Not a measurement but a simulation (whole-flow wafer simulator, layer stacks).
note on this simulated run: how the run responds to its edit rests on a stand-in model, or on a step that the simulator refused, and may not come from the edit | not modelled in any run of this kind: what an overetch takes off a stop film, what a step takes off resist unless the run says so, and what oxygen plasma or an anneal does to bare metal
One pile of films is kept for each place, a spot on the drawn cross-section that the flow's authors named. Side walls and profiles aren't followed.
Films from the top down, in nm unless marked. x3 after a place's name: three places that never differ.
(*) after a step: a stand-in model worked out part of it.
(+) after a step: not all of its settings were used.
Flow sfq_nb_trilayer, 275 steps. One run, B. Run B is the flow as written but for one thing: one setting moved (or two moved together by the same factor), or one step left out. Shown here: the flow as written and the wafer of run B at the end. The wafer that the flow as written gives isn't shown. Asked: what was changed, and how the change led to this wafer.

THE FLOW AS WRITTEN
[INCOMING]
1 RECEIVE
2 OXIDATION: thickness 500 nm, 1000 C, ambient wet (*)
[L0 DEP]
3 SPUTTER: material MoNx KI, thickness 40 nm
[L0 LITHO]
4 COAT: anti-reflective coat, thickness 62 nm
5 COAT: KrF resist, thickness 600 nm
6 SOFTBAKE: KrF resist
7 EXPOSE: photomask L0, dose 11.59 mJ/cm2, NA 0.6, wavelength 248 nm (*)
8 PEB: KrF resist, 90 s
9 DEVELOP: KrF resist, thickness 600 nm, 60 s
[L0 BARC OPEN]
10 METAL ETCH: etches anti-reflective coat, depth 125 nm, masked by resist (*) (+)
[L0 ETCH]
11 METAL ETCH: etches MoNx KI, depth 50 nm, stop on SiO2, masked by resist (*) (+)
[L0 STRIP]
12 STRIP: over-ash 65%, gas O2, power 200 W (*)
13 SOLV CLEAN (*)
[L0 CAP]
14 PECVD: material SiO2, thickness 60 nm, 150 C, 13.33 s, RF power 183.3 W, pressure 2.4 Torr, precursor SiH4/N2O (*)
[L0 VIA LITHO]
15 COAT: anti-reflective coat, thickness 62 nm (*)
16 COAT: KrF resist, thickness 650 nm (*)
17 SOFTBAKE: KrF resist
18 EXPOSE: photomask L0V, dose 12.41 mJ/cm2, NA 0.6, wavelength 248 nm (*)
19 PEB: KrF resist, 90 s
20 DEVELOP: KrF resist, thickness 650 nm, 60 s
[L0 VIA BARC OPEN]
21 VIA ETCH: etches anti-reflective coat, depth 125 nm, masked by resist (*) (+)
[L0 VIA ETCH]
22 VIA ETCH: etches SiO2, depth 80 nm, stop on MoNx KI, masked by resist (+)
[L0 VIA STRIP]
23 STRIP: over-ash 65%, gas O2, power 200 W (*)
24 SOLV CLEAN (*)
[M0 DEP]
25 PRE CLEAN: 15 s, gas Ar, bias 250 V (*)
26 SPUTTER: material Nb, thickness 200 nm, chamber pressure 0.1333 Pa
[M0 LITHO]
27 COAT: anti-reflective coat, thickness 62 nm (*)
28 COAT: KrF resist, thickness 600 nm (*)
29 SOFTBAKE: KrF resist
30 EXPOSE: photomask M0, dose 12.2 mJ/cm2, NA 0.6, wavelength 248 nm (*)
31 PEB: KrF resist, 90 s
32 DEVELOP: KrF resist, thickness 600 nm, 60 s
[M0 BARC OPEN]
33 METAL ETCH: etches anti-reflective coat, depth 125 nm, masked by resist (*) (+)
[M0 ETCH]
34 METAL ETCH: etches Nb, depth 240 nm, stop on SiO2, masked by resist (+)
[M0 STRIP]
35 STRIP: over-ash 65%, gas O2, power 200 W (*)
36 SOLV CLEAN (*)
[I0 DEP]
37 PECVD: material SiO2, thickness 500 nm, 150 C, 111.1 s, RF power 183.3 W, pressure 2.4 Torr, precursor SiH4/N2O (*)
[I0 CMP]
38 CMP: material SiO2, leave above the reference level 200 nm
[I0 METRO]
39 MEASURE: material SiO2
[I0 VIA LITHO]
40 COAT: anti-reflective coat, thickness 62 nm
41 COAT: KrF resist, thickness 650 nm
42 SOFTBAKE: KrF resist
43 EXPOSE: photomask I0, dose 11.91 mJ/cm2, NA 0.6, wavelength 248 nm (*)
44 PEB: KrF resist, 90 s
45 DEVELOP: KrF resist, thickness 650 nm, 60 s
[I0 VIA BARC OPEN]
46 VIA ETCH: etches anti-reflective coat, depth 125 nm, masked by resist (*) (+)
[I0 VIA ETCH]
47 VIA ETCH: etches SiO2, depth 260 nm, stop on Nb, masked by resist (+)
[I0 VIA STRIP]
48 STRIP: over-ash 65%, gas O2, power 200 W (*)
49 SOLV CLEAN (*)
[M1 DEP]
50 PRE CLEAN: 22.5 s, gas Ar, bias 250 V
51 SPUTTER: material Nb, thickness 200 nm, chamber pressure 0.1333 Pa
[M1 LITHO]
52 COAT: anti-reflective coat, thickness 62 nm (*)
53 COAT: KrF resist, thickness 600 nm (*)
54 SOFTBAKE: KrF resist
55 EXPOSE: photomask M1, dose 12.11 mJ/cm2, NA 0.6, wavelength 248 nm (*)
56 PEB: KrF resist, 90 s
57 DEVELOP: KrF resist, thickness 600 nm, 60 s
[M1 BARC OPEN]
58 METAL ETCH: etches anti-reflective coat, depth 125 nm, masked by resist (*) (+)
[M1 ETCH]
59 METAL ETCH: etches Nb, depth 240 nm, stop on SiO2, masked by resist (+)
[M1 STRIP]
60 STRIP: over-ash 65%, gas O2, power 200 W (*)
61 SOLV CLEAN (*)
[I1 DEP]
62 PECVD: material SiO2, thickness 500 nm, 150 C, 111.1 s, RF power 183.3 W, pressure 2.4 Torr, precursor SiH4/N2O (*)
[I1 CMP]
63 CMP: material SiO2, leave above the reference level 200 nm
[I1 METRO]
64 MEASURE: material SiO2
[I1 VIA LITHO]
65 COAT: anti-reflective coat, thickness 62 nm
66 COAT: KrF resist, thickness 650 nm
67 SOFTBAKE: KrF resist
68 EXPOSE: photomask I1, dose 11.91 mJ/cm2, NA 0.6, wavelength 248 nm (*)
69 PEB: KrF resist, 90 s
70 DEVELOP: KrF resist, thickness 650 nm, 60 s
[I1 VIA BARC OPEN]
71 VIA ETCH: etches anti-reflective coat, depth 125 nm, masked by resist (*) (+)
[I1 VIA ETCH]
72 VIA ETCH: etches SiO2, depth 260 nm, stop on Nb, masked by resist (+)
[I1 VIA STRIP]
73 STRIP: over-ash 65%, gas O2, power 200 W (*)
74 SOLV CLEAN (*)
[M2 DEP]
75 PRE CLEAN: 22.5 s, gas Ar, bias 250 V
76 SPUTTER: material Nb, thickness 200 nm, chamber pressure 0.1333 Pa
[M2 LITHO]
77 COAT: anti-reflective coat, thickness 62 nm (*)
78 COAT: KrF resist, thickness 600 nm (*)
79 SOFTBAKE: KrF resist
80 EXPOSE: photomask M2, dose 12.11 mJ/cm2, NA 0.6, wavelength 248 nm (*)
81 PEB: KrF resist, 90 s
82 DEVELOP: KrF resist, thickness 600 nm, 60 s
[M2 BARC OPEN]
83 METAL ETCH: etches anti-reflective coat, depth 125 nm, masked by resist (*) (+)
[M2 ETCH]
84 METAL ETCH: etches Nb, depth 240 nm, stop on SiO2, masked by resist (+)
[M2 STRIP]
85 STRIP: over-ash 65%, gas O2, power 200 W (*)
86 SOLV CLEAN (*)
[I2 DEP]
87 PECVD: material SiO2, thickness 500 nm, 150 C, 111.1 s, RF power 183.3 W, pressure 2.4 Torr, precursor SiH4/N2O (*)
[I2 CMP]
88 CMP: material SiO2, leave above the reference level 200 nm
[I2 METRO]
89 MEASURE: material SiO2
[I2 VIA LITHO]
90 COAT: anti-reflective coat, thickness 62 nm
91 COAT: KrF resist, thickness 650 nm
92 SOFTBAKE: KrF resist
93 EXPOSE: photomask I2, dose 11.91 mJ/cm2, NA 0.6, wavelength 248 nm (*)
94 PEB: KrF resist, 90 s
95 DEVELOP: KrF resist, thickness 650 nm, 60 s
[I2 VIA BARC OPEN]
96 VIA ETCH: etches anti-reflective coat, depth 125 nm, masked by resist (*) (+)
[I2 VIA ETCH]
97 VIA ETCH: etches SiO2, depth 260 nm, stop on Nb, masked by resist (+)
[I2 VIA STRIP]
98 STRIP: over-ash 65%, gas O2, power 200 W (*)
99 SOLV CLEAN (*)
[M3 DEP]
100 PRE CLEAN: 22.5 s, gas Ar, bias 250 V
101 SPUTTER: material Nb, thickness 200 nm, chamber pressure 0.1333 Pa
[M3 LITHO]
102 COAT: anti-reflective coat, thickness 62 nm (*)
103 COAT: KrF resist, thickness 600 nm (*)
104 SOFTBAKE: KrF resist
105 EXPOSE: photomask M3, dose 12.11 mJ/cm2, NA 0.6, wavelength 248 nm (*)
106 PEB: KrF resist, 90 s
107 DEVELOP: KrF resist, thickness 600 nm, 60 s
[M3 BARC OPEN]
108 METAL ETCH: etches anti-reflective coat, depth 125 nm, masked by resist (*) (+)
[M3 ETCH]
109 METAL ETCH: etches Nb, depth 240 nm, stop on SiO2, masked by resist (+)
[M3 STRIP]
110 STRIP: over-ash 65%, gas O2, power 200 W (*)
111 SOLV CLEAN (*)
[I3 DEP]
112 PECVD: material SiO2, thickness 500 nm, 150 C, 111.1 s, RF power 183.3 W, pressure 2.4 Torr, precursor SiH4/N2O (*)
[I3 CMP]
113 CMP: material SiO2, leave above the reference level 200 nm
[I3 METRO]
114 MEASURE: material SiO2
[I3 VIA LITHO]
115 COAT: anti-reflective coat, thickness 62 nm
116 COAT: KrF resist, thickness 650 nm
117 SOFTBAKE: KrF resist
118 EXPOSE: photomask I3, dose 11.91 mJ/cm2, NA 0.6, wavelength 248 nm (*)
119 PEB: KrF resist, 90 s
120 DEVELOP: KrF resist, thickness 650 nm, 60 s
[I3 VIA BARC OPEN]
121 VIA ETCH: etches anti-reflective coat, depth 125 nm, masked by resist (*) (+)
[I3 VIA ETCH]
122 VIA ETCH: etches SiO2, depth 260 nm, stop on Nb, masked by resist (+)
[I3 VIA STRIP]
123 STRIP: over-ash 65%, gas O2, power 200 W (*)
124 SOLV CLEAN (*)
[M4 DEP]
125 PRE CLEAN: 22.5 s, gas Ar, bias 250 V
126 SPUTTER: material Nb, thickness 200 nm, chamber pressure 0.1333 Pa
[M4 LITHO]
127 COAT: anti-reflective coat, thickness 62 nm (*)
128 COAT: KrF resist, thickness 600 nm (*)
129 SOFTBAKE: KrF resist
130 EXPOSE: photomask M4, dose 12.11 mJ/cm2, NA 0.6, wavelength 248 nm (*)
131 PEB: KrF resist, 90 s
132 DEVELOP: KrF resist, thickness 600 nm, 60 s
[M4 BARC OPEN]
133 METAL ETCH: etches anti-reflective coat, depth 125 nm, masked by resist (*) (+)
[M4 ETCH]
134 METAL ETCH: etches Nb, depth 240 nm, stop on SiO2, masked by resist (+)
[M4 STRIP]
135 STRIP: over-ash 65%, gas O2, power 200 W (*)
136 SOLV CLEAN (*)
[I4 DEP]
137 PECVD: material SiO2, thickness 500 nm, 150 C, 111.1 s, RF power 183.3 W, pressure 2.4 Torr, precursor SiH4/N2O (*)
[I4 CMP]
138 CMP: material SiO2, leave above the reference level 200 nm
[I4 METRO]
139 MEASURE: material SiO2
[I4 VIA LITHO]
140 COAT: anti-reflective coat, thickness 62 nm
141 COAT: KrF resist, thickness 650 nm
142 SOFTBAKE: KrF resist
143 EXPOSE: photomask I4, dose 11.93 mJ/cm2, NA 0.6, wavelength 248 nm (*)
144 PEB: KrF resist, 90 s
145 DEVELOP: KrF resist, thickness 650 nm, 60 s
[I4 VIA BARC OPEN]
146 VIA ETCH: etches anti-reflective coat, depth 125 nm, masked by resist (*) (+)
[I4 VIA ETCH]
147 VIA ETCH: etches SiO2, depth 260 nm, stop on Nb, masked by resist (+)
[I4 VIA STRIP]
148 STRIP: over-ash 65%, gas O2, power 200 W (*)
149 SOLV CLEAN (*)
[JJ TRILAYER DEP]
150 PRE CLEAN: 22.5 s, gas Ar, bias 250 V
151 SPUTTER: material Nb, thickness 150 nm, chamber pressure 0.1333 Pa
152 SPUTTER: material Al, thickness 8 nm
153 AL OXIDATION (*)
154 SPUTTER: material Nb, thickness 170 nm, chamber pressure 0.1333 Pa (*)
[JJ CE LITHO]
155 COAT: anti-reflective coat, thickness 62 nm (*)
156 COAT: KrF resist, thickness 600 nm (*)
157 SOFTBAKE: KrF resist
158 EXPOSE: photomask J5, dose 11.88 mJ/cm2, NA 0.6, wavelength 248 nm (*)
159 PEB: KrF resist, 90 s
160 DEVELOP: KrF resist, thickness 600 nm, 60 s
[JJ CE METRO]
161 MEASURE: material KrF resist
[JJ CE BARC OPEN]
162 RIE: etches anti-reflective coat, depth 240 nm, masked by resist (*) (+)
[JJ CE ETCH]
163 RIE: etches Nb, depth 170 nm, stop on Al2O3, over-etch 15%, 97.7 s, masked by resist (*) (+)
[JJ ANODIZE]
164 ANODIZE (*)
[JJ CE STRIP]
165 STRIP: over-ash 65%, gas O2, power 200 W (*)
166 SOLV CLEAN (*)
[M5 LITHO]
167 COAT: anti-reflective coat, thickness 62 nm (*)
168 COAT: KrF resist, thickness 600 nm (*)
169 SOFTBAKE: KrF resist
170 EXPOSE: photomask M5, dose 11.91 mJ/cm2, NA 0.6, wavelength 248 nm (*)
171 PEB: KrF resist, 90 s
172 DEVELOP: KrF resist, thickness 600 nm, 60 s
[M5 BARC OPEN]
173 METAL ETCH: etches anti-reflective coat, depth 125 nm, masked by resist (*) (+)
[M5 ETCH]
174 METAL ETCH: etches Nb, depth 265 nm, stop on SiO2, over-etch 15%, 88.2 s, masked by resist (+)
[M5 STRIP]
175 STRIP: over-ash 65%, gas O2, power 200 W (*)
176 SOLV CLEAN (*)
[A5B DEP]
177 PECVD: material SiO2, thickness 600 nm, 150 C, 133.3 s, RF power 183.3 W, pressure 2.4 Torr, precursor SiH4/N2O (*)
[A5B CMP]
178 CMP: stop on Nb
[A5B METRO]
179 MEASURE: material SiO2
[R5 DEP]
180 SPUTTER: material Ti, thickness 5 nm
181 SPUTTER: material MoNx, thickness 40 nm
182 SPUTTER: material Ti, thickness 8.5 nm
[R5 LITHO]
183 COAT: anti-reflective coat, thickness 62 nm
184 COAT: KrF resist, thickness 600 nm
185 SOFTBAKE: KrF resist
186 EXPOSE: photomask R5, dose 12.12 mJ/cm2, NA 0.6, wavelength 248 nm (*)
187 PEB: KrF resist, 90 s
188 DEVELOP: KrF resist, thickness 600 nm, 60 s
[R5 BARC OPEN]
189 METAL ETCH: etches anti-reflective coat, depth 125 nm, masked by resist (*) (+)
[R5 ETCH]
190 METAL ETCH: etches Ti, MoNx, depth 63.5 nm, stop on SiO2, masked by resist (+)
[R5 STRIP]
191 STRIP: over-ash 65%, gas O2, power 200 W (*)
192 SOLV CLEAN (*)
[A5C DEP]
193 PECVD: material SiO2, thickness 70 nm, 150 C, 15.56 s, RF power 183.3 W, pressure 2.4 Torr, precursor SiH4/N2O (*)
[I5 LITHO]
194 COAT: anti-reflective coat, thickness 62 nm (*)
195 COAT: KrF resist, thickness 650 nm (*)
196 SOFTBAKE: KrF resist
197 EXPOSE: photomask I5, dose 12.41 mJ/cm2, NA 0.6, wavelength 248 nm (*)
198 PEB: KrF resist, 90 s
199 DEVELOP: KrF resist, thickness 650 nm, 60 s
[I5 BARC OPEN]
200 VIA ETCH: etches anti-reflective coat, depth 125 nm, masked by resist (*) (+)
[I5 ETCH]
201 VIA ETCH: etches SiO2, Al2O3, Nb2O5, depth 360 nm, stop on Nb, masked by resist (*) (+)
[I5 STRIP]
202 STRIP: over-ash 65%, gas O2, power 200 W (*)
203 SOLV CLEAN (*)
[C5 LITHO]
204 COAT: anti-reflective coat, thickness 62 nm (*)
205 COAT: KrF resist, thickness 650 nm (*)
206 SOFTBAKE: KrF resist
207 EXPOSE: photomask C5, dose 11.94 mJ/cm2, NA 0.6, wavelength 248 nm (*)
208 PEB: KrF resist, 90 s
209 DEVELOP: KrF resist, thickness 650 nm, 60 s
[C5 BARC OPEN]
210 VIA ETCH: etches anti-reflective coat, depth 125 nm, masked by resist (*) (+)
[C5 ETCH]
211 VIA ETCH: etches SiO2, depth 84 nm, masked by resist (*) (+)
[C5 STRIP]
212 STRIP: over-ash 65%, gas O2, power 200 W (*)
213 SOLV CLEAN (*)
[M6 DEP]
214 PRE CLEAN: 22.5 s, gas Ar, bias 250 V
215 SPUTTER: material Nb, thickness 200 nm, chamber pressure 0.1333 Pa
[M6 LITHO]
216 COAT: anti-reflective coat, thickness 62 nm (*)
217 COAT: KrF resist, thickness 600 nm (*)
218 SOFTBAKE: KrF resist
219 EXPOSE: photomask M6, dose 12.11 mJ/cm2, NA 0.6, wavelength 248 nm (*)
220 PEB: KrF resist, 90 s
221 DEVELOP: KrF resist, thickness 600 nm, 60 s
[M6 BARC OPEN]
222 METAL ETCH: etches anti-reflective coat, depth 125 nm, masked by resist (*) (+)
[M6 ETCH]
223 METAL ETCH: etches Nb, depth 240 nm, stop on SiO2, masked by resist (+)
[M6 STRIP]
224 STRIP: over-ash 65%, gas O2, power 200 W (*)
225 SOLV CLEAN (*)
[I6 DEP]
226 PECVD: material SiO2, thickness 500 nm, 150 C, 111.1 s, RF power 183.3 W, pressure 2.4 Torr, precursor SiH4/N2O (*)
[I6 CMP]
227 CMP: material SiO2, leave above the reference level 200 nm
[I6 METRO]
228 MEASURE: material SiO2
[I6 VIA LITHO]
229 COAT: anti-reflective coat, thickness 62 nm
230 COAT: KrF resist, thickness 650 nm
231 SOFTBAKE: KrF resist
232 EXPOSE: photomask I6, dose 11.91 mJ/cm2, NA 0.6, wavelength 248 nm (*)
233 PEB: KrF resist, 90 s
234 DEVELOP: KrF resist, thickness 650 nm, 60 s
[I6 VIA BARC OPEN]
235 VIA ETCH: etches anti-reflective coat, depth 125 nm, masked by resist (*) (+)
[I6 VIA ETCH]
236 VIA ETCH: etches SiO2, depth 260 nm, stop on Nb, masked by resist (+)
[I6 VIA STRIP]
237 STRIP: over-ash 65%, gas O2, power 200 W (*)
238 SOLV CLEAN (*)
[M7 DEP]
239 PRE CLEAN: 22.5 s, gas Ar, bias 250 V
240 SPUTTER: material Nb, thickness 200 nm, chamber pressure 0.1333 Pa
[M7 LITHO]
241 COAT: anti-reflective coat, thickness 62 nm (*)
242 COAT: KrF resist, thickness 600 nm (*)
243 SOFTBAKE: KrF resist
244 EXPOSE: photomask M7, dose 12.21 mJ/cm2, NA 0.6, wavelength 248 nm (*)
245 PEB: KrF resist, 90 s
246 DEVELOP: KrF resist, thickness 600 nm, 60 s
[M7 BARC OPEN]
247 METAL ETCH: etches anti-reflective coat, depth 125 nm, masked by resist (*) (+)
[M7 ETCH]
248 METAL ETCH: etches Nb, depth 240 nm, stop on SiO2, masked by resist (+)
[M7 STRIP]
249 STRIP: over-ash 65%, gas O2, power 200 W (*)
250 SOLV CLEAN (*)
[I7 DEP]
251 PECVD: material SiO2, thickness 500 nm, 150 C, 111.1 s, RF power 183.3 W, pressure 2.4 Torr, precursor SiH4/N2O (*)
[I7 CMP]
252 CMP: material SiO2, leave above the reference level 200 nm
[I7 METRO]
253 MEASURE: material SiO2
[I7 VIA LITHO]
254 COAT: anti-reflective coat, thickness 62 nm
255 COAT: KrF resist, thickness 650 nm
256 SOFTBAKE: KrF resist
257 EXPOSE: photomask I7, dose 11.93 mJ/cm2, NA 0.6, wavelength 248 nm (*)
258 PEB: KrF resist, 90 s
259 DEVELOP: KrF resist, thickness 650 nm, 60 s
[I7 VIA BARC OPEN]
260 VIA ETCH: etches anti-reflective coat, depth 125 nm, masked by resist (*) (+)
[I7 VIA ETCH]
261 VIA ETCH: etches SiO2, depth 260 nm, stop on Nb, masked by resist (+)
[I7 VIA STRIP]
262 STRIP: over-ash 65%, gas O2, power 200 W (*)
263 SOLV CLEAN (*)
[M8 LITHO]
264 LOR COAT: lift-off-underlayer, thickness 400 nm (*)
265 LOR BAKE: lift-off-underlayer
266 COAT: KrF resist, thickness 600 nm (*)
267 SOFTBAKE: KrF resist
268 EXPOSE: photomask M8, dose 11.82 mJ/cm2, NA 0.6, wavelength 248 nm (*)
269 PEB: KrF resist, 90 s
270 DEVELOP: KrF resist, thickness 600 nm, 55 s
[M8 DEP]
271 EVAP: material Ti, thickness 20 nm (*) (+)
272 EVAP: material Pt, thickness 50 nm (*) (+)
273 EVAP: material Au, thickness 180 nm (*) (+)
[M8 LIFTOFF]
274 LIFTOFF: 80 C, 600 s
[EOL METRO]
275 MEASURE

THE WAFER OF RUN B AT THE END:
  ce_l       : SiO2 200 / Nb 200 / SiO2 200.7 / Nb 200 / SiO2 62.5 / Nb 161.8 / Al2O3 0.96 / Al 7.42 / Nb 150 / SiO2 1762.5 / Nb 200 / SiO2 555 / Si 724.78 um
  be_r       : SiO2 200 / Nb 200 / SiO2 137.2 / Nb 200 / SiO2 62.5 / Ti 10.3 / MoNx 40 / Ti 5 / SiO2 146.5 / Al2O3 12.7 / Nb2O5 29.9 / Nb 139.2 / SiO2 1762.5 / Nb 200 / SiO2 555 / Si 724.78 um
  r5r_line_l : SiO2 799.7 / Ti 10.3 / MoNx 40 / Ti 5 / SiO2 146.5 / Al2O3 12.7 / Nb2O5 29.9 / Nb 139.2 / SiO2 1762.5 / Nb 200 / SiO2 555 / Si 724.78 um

The cause: step 182, SPUTTER: thickness 10.3 nm was run, where the flow has thickness 8.5 nm.
It can be read off the wafer: be_r has Ti 10.3, and step 182 as written asks for 8.5 nm.

How the change led to this, step by step:
  182 SPUTTER: material Ti, thickness 8.5 nm
      field_l, v_sur, via_wl and 103 more: Ti +10.3 (new film) (as written it would be: Ti +8.5 (new film))
  190 METAL ETCH: etches Ti, MoNx, depth 63.5 nm, stop on SiO2, masked by resist (+)
      field_l, v_sur, via_wl and 92 more: Ti -10.3 (all of it), MoNx -40 (all of it), Ti -5 (all of it) (as written it would be: Ti -8.5 (all of it), MoNx -40 (all of it), Ti -5 (all of it))
      ce_l, c5j, ce_r, wl_jj: Ti -10.3 (all of it), MoNx -40 (all of it), Ti -5 (all of it), Nb -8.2 (as written it would be: Ti -8.5 (all of it), MoNx -40 (all of it), Ti -5 (all of it), Nb -10)
